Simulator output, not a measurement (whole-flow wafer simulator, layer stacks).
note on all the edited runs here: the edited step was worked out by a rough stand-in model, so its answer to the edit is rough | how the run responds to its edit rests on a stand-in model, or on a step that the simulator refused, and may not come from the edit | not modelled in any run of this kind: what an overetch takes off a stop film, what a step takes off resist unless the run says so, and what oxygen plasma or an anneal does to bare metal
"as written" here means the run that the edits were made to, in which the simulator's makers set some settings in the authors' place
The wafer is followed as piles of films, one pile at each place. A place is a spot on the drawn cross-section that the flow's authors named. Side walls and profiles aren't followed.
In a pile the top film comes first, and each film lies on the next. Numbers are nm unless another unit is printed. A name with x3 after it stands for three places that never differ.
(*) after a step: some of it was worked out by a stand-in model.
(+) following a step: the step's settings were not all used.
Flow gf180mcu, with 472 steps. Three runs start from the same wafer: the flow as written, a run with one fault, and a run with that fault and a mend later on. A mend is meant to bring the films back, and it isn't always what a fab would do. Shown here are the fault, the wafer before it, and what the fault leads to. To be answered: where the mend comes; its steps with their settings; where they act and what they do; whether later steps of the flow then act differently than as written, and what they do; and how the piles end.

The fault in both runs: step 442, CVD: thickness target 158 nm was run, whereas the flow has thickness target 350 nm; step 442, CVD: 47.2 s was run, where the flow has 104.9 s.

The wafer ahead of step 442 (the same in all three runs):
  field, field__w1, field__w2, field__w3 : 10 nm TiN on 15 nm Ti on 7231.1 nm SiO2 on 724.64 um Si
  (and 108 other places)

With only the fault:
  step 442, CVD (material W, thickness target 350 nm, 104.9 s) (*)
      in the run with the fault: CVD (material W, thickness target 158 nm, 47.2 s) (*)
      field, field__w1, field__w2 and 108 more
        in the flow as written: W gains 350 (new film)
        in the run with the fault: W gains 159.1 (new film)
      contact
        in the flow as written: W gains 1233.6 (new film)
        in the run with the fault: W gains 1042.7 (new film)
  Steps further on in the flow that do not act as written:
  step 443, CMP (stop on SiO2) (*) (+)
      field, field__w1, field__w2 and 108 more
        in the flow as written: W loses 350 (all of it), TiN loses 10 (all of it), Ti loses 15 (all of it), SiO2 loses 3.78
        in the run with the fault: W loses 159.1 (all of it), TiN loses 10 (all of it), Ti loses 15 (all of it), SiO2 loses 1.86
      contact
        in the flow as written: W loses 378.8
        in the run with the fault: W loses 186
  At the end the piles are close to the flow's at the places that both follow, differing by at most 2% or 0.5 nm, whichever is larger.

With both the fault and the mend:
  The mend follows step 442.
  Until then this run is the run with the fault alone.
  step 442a, CVD (material W, thickness target 192 nm, 57.54 s) (a further turn of the flow's step 442, with different settings)
      field, field__w1, field__w2 and 109 more
        W gains 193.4
  None of the later steps of the flow differs from how it acts as written, at any place that is followed, by more than 2% or 0.5 nm, whichever is larger.
  At the end the piles are close to the flow's at the places that both follow, differing by at most 2% or 0.5 nm, whichever is larger.
